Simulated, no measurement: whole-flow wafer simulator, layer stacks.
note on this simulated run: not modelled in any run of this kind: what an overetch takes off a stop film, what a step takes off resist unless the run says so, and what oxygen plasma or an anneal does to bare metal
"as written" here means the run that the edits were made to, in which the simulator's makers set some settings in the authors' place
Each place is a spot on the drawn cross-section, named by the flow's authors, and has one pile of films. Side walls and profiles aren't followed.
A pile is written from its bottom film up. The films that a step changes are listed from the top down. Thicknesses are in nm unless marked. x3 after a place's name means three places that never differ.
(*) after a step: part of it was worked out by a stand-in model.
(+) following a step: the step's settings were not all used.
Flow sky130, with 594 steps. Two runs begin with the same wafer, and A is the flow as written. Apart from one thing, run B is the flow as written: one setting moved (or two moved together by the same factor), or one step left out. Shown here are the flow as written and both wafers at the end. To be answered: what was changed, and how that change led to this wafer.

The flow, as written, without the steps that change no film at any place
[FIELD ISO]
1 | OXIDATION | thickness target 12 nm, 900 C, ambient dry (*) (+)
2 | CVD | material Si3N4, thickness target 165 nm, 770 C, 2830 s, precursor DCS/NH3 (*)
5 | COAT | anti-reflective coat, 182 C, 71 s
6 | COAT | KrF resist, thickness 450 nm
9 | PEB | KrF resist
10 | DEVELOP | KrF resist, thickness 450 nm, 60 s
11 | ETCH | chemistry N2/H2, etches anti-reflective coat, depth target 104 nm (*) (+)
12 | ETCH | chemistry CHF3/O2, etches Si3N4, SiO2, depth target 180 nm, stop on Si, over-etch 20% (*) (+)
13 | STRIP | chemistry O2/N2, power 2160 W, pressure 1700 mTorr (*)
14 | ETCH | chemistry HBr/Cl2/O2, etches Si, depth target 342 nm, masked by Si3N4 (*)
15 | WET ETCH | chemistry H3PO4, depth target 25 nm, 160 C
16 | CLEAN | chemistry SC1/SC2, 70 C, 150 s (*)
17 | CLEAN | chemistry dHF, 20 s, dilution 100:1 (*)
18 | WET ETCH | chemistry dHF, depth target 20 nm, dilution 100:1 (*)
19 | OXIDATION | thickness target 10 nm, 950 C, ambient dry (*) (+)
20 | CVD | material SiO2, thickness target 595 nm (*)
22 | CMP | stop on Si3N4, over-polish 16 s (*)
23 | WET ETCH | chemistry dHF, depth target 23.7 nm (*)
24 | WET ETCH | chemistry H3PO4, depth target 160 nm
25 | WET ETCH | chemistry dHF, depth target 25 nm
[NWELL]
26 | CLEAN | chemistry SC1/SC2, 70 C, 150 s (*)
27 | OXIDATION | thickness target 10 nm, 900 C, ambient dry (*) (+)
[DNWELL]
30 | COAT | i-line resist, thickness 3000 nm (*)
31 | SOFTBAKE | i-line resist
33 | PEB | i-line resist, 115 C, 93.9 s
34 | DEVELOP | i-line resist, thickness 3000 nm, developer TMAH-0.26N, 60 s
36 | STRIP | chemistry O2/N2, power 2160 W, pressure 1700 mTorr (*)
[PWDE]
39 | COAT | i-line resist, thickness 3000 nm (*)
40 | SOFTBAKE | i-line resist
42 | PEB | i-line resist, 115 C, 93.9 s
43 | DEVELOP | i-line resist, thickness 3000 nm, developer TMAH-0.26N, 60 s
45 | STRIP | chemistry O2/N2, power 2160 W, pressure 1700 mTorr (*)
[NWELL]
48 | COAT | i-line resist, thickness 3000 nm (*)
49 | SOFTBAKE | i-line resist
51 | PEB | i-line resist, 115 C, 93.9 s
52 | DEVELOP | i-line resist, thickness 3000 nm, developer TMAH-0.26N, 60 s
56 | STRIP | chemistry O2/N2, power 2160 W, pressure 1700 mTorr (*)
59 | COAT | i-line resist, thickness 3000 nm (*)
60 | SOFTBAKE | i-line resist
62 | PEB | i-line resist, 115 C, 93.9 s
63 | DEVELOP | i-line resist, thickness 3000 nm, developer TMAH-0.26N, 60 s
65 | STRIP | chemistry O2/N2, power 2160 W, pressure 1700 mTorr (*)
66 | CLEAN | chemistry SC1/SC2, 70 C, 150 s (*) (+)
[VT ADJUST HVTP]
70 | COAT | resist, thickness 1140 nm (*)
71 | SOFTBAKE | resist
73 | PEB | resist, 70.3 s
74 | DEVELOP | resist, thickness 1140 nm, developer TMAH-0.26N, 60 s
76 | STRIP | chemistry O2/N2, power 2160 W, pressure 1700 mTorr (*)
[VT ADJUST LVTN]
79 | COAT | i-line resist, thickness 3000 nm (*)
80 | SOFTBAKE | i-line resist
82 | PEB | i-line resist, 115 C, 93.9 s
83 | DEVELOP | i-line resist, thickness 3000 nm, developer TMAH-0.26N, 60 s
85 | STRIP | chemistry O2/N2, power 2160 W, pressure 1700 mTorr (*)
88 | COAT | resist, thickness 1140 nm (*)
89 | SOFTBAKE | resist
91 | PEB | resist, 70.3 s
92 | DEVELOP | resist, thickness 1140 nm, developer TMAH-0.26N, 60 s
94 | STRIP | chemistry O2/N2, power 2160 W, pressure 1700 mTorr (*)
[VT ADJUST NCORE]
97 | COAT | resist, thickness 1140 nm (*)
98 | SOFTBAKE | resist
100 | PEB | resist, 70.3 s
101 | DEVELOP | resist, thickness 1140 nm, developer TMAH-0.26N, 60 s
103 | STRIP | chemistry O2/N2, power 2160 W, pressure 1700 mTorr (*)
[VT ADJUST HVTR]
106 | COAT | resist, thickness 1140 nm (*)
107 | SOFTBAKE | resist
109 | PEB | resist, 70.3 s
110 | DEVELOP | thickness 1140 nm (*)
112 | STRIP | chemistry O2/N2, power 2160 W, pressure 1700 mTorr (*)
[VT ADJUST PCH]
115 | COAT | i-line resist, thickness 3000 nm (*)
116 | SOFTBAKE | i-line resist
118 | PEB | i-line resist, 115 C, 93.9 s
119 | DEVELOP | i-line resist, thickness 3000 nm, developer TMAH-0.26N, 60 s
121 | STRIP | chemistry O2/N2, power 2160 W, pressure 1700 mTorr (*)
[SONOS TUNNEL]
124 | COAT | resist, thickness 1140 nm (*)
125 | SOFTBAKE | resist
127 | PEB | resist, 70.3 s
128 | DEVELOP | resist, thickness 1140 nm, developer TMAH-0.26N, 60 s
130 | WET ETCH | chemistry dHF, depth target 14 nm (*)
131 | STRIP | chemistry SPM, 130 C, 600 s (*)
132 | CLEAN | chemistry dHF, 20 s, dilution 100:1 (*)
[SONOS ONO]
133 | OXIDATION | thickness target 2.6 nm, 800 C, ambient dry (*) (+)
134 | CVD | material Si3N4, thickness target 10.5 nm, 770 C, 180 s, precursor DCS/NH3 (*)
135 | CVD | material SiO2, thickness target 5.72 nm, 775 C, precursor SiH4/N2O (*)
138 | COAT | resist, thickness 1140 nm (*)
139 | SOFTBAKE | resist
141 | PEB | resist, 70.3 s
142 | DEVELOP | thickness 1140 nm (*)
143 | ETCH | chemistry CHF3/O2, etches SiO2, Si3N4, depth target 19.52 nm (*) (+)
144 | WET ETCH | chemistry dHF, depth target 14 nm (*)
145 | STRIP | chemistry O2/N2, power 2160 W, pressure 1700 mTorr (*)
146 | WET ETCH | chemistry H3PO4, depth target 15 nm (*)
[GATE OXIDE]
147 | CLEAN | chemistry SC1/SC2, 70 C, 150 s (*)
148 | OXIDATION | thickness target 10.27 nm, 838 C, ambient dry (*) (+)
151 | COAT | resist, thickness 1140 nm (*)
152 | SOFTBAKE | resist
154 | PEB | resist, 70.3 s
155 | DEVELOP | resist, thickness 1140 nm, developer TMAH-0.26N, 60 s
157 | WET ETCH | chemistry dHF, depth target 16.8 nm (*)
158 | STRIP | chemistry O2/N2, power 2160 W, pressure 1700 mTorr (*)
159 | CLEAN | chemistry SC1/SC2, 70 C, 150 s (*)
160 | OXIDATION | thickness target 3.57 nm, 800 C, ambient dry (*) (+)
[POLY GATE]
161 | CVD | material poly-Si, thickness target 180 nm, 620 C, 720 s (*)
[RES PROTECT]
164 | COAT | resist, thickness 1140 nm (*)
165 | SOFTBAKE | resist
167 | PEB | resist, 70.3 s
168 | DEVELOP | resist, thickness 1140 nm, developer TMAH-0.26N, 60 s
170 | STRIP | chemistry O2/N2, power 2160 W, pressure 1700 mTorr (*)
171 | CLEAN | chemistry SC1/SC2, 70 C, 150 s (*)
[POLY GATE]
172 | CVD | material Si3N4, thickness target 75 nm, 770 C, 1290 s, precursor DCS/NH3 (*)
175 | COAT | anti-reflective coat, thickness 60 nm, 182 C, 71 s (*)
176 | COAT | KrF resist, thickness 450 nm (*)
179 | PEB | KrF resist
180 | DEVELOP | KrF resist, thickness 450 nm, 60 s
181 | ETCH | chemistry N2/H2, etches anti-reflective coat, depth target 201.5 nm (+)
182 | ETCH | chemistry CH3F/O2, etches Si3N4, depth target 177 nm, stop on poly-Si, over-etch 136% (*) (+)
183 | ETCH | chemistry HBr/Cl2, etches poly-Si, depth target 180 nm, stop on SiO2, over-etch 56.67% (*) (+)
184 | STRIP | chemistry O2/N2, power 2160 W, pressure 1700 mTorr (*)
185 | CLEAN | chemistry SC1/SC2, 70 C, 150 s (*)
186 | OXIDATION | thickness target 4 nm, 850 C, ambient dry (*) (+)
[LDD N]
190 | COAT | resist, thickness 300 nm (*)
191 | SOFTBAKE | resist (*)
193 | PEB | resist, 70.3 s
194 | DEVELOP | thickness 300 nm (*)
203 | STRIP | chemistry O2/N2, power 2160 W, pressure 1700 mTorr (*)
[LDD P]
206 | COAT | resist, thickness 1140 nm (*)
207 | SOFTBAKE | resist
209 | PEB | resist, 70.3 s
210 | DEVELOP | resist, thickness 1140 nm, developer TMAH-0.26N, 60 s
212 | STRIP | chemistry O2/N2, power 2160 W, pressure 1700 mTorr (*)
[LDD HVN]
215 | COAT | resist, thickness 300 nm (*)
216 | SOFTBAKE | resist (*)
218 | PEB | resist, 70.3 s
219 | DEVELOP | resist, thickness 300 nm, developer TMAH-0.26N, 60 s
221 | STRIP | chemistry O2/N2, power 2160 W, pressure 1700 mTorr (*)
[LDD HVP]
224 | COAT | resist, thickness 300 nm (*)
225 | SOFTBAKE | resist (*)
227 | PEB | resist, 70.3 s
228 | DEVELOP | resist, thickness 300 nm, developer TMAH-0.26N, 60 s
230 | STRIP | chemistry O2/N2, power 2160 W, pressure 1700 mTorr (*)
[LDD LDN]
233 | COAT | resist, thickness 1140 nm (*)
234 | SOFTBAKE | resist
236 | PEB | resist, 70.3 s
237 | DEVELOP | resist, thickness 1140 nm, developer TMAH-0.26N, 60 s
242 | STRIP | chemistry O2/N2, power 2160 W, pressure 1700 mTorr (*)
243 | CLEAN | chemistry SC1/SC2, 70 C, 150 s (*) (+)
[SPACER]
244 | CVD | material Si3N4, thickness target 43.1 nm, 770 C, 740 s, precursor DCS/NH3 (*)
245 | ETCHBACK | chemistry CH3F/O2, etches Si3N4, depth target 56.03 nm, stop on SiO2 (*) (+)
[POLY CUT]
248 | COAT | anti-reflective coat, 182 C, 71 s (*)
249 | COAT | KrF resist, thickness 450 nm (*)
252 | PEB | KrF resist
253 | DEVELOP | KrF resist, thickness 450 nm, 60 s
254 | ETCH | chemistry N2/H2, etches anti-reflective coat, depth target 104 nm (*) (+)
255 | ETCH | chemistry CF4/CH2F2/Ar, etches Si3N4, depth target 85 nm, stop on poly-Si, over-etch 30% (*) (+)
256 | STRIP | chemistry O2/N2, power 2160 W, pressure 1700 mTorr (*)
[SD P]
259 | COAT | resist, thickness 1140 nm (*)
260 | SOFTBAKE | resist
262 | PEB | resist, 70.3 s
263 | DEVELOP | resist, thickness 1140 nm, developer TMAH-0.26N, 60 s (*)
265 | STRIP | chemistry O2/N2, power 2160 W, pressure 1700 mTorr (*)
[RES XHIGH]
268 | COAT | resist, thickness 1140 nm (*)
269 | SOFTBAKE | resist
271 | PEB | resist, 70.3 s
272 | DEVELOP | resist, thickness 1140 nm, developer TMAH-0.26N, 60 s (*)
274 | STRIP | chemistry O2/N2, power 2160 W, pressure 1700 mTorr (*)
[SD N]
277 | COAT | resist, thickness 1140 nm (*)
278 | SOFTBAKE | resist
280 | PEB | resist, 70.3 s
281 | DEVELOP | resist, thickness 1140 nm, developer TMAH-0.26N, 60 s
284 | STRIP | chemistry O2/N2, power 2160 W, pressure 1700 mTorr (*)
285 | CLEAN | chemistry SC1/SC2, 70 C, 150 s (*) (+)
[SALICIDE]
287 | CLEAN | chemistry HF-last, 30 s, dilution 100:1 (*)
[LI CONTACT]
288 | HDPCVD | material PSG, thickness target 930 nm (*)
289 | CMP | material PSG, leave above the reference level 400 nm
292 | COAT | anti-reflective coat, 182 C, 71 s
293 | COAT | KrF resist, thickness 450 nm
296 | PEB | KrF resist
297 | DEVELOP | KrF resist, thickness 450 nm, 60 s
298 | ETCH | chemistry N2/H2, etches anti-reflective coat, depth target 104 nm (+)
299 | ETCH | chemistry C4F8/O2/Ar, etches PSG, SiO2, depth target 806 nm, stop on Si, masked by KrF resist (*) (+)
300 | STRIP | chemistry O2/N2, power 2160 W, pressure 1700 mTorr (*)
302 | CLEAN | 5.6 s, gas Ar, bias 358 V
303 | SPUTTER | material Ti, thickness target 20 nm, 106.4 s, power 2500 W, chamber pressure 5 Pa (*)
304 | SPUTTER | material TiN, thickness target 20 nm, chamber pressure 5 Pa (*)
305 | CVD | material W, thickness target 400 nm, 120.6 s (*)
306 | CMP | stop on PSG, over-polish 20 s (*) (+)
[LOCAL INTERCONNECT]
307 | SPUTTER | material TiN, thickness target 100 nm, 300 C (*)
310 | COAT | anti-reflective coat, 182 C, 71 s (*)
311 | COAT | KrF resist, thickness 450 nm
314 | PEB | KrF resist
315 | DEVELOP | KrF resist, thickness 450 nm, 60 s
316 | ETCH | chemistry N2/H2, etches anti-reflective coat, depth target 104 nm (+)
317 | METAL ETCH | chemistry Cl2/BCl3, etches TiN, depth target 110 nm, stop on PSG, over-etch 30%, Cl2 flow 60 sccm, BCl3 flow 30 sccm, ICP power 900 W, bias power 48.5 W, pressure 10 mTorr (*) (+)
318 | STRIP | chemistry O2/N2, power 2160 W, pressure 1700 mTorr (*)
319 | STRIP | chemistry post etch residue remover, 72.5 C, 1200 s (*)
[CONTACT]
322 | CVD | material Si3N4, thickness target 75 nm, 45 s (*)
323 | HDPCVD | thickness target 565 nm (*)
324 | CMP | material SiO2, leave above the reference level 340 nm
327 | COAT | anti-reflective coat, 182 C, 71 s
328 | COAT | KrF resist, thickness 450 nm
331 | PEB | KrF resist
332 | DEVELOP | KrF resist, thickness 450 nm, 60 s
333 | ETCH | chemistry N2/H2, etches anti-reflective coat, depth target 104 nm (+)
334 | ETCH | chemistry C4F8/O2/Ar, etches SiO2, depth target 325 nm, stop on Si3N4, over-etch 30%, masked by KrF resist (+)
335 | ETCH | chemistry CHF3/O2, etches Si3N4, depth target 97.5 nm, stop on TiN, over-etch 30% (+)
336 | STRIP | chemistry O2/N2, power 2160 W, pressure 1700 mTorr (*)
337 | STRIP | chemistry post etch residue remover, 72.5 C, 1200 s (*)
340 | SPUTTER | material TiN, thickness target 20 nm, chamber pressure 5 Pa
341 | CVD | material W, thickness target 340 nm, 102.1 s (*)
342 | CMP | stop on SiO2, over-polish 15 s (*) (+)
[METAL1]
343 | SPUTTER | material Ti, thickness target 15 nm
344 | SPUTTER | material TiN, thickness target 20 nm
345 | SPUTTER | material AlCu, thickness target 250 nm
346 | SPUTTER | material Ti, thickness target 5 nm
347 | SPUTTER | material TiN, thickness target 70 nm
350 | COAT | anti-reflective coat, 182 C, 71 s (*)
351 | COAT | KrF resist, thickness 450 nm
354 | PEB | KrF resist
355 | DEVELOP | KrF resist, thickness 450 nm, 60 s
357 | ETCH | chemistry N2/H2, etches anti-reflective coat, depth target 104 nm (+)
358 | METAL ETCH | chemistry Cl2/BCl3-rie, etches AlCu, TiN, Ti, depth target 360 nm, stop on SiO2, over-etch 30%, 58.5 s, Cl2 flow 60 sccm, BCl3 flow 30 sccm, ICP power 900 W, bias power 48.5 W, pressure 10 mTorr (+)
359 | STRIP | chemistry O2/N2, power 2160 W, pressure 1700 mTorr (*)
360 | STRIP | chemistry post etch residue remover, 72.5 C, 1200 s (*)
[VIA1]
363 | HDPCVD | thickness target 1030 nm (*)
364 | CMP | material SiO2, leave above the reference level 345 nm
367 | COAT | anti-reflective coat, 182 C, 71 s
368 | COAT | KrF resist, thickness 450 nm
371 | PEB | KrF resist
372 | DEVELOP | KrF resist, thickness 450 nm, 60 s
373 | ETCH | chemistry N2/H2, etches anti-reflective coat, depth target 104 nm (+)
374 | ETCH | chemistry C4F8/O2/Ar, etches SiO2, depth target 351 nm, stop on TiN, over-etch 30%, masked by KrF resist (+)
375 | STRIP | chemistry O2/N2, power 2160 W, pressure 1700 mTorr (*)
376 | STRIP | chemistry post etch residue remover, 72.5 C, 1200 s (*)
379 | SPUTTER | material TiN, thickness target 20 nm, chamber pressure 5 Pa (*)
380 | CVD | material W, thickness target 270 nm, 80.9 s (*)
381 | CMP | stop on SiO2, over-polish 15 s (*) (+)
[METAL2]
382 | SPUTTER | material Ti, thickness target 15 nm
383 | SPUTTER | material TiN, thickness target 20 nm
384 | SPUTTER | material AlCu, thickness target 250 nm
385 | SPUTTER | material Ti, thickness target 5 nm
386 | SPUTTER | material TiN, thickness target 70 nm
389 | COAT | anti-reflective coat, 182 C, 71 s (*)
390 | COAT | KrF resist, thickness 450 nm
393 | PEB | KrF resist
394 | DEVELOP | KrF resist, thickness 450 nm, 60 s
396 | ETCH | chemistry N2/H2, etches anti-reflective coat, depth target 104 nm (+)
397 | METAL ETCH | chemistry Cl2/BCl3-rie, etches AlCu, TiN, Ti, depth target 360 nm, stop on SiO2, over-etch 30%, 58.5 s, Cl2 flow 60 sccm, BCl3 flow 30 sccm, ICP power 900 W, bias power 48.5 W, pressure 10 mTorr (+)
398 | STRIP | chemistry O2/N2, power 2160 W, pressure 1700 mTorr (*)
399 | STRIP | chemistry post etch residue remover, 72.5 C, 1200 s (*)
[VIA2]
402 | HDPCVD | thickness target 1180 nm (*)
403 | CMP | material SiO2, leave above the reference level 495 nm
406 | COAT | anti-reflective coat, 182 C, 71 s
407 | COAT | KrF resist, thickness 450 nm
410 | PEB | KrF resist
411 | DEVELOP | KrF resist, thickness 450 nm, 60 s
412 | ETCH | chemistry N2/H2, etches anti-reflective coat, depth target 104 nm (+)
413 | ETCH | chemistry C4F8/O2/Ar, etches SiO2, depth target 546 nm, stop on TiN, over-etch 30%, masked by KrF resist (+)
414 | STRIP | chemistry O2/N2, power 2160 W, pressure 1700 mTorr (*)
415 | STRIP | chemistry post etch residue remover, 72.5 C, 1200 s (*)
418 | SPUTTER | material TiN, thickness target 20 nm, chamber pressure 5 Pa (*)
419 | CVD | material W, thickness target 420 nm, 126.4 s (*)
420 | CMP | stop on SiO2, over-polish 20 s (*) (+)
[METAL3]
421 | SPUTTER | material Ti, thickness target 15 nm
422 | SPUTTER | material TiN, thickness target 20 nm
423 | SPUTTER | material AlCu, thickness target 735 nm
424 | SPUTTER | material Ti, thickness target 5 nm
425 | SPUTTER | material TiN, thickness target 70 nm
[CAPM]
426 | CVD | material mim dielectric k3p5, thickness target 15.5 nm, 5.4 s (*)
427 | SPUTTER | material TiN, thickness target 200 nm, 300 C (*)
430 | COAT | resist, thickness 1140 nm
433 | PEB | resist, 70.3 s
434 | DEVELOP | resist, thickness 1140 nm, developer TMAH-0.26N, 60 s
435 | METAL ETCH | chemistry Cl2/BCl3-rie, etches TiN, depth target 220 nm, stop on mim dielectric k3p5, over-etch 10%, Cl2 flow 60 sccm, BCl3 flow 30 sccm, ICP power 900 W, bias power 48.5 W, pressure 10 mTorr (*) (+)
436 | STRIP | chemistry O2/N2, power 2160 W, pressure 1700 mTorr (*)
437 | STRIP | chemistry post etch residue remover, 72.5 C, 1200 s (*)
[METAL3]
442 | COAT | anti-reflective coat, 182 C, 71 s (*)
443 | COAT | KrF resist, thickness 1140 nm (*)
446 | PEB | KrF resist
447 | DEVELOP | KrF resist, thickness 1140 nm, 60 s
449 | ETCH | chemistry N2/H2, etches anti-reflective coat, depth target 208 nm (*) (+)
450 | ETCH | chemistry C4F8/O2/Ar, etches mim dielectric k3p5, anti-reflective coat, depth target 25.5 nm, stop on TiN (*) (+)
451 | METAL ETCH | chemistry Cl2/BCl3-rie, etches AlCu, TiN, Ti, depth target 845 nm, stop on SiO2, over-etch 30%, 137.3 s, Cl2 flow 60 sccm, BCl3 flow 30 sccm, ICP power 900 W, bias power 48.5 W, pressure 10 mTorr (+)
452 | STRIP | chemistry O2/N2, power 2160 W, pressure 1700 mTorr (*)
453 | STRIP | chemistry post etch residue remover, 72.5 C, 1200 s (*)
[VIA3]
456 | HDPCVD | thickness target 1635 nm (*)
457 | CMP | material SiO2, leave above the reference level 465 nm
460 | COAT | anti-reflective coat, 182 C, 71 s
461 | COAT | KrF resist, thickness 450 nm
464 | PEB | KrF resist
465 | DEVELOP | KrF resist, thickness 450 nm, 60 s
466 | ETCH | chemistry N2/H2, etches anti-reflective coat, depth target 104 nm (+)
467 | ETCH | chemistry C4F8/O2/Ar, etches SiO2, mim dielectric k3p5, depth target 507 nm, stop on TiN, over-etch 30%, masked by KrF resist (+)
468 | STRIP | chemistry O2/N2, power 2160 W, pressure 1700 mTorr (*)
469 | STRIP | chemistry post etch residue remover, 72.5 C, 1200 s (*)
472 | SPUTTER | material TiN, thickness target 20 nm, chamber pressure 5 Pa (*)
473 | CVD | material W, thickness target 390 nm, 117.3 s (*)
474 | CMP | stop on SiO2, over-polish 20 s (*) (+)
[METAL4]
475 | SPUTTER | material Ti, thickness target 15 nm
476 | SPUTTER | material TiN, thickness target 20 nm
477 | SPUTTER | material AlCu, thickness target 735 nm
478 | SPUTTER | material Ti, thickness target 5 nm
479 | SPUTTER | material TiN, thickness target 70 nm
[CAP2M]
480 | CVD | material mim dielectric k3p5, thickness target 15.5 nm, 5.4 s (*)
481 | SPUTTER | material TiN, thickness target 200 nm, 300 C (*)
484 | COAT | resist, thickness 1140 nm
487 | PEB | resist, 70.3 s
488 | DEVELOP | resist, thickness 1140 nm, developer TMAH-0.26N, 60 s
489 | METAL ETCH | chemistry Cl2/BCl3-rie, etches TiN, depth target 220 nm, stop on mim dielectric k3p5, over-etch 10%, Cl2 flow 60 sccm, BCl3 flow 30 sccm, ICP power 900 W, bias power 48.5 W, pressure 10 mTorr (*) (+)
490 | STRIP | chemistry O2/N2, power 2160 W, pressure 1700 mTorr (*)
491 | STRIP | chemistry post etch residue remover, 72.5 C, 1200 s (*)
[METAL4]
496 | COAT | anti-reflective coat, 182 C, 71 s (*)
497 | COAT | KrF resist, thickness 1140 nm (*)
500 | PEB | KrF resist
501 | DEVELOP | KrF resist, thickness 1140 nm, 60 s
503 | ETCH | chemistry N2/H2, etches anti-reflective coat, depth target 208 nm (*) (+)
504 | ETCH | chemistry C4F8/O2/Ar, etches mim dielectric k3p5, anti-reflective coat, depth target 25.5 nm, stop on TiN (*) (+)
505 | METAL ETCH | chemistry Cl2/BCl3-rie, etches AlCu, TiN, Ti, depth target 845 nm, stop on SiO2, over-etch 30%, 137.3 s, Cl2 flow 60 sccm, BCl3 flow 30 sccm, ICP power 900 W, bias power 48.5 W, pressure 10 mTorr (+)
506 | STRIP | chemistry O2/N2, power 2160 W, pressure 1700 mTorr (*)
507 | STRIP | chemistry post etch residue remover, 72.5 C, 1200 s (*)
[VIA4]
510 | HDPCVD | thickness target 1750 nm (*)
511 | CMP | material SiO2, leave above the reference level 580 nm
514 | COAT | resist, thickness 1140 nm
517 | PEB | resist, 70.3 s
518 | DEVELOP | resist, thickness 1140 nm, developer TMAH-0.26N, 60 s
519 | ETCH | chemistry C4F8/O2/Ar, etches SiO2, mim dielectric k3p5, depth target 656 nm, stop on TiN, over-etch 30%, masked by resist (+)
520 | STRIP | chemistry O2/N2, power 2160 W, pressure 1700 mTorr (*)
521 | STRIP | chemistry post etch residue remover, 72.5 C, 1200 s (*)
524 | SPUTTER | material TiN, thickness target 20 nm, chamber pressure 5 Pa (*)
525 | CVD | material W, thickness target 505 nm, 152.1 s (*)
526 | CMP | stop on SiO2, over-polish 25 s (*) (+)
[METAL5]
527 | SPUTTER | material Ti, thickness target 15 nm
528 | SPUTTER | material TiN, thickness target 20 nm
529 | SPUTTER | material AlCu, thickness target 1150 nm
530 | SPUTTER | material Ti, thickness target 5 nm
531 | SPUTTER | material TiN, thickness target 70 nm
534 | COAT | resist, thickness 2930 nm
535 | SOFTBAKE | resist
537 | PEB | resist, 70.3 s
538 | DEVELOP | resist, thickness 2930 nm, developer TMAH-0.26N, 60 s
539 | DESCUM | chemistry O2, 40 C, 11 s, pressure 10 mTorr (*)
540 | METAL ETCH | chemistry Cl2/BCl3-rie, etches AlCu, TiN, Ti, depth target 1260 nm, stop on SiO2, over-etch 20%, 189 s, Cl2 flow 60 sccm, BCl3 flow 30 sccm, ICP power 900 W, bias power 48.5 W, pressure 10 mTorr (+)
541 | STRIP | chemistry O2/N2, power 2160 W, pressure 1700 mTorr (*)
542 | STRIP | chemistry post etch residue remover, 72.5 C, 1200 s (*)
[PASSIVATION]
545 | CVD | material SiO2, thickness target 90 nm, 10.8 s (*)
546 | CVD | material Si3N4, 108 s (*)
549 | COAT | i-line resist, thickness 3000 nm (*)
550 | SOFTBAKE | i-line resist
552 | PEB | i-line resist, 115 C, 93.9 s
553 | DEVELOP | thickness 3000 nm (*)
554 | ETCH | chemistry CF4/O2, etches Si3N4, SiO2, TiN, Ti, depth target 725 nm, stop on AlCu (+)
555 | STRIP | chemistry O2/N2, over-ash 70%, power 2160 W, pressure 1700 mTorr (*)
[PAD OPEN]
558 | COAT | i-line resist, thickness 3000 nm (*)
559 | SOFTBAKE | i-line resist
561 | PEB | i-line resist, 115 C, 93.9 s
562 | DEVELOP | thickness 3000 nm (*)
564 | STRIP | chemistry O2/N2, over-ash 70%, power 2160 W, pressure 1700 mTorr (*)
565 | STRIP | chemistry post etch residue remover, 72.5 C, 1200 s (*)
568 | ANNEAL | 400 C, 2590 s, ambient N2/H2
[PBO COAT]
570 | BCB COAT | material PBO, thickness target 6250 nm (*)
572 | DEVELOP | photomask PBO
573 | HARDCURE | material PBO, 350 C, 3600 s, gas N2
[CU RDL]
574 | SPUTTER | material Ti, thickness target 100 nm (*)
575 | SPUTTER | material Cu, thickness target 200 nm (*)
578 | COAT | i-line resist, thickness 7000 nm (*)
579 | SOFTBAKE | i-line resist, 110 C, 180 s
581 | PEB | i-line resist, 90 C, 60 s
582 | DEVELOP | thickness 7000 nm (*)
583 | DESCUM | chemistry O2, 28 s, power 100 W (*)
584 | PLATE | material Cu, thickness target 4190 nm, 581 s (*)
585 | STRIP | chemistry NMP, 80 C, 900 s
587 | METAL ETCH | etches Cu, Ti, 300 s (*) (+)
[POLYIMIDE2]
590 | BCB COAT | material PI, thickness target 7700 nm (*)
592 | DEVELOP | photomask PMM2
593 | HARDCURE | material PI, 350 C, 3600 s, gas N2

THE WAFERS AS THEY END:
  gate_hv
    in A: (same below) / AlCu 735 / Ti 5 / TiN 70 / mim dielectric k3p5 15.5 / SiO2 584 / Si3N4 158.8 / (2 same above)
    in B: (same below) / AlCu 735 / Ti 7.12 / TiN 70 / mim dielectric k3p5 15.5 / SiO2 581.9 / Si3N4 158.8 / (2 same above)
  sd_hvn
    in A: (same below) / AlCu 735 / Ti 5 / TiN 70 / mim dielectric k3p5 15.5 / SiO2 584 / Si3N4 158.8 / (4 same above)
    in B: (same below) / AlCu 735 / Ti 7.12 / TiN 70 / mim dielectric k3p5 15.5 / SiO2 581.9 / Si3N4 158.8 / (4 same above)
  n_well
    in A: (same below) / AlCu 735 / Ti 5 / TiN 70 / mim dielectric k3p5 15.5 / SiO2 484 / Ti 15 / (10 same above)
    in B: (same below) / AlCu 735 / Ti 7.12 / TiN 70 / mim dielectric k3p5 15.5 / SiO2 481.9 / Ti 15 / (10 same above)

Cause: step 478, SPUTTER: thickness target 7.12 nm was run, whereas the flow has thickness target 5 nm.
The wafer itself shows it: gate_hv has Ti 7.12, and step 478 as written asks for 5 nm.

How this came from the change, step by step:
  478 | SPUTTER | material Ti, thickness target 5 nm
      field, active, n_well and 189 more: A +5 Ti (new film) | B +7.12 Ti (new film)
  505 | METAL ETCH | chemistry Cl2/BCl3-rie, etches AlCu, TiN, Ti, depth target 845 nm, stop on SiO2, over-etch 30%, 137.3 s, Cl2 flow 60 sccm, BCl3 flow 30 sccm, ICP power 900 W, bias power 48.5 W, pressure 10 mTorr (+)
      field, gate, spacer and 68 more: A -70 TiN (all of it), -5 Ti (all of it), -735 AlCu (all of it), -20 TiN (all of it), -15 Ti (all of it), -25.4 SiO2 | B -70 TiN (all of it), -7.12 Ti (all of it), -735 AlCu (all of it), -20 TiN (all of it), -15 Ti (all of it), -25.1 SiO2
      active, vpp_iso1, mim_edge_plate and 14 more: A -70 TiN (all of it), -5 Ti (all of it), -735 AlCu (all of it), -20 TiN (all of it), -15 Ti (all of it), -25.3 SiO2 | B -70 TiN (all of it), -7.12 Ti (all of it), -735 AlCu (all of it), -20 TiN (all of it), -15 Ti (all of it), -25.1 SiO2
